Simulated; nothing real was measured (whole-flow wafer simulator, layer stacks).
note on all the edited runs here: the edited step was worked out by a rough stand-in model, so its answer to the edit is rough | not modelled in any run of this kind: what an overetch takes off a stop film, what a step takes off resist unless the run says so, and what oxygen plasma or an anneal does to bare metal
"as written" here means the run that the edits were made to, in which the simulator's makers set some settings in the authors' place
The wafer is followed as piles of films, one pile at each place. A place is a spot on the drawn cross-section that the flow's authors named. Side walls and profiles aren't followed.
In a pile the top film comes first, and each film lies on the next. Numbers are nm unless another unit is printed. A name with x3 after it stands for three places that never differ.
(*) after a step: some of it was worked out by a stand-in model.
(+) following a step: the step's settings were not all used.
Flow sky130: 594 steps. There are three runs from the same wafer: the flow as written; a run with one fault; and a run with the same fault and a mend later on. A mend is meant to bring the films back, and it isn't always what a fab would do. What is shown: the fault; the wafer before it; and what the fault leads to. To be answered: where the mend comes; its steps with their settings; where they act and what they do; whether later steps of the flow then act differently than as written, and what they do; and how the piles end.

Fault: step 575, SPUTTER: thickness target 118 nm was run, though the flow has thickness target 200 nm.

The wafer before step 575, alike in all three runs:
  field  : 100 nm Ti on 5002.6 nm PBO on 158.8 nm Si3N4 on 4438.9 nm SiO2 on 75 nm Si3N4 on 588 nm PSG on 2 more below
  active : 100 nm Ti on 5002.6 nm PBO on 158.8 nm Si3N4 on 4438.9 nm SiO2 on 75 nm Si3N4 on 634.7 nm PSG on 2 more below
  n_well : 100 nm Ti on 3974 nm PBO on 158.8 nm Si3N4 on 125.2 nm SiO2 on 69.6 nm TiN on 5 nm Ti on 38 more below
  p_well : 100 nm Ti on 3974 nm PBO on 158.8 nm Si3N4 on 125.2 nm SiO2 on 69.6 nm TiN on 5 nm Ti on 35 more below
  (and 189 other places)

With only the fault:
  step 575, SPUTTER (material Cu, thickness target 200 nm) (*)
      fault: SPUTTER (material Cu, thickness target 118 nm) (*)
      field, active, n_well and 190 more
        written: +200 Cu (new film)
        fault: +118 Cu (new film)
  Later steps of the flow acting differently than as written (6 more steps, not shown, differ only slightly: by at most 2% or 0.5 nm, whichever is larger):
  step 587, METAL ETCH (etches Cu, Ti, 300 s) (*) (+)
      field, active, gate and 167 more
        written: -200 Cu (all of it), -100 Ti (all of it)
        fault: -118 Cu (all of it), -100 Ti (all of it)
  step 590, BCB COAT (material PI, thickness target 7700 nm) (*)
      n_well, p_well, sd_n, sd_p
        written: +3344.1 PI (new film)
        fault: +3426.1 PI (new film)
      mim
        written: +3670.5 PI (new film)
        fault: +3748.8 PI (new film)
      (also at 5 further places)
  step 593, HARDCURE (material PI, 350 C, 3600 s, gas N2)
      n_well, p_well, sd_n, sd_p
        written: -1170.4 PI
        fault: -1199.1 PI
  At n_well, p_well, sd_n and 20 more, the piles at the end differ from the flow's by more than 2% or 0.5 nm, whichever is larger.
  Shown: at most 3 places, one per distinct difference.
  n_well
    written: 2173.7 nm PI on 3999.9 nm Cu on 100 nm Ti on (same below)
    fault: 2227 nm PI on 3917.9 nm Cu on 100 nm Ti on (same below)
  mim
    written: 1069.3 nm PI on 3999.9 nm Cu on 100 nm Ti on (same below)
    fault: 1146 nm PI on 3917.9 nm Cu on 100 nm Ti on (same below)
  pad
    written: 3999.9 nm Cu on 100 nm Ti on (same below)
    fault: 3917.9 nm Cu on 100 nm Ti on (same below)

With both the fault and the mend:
  The mend stands after step 582.
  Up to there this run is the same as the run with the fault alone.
  step 582a, STRIP (chemistry NMP, 80 C, 900 s)
      wcut_nhv, wcut_phv, wcut_fox_pw and 23 more
        -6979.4 i-line resist (all of it)
      mim_edge_plate_strap, mim_edge_plate, mim_edge_gap, mim_edge_gap_sheet, vpp_l1ln, dnw_fox
        -6980.8 i-line resist (all of it)
      gate_len, gate_lvt_sd_len, gate_p_sd_len, gate_p_hvt_sd_len, gate_p_lvt_sd_len, gate_len_250
        -6982 i-line resist (all of it)
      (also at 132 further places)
  step 582b, SPUTTER (material Cu, thickness target 82 nm) (*) (the flow's step 575, run once more with other settings)
      field, active, n_well and 190 more
        +82 Cu
  step 582c, HMDS (120 C, 60 s) (the flow's step 577, run once more)
      alters no film at any place that is followed
  step 582d, COAT (i-line resist, thickness 7000 nm) (*) (the flow's step 578, run once more)
      dice_street, wcut_nhv, wcut_phv and 18 more
        +7000 i-line resist (new film)
      poly_ln, iso_pw_fox, gate_lvt_sd, active_lvt, spacer_lvt, sonos_sd, sonos_cell_x, sonos_guard_x
        +7003.2 i-line resist (new film)
      vpp_iso2, mim_edge_plate_strap, mim_edge_plate, mim_edge_gap, mim_edge_gap_sheet, gate_hv_nvt, de16_nw_sti
        +7001.4 i-line resist (new film)
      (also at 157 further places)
  step 582e, SOFTBAKE (i-line resist, 110 C, 180 s) (the flow's step 579, run once more)
      de16_gate_pw, de16_pw_fp, de16_pw_sti, de16_psrc_nw
        -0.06 i-line resist
      field, active_lvt
        +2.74 i-line resist
      mim, vcap_hvt
        -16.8 i-line resist
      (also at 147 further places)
  step 582f, EXPOSE (photomask CU1M) (the flow's step 580, run once more)
      alters no film at any place that is followed
  step 582g, PEB (i-line resist, 90 C, 60 s) (the flow's step 581, run once more)
      field, active, n_well and 134 more
        -0.07 i-line resist
      pad
        -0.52 i-line resist
  step 582h, DEVELOP (thickness 7000 nm) (*) (the flow's step 582, run once more)
      field, active, gate and 167 more
        -20.6 i-line resist
      n_well, p_well, sd_n, sd_p
        -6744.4 i-line resist (all of it)
      dep_nw_sti, dep_ntap_nw, de16_nw_sti
        -7000.7 i-line resist (all of it)
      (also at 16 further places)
  Every later step of the flow that is run acts as written at every place that is followed.
  By the end, the piles equal the flow's at every place that both follow.
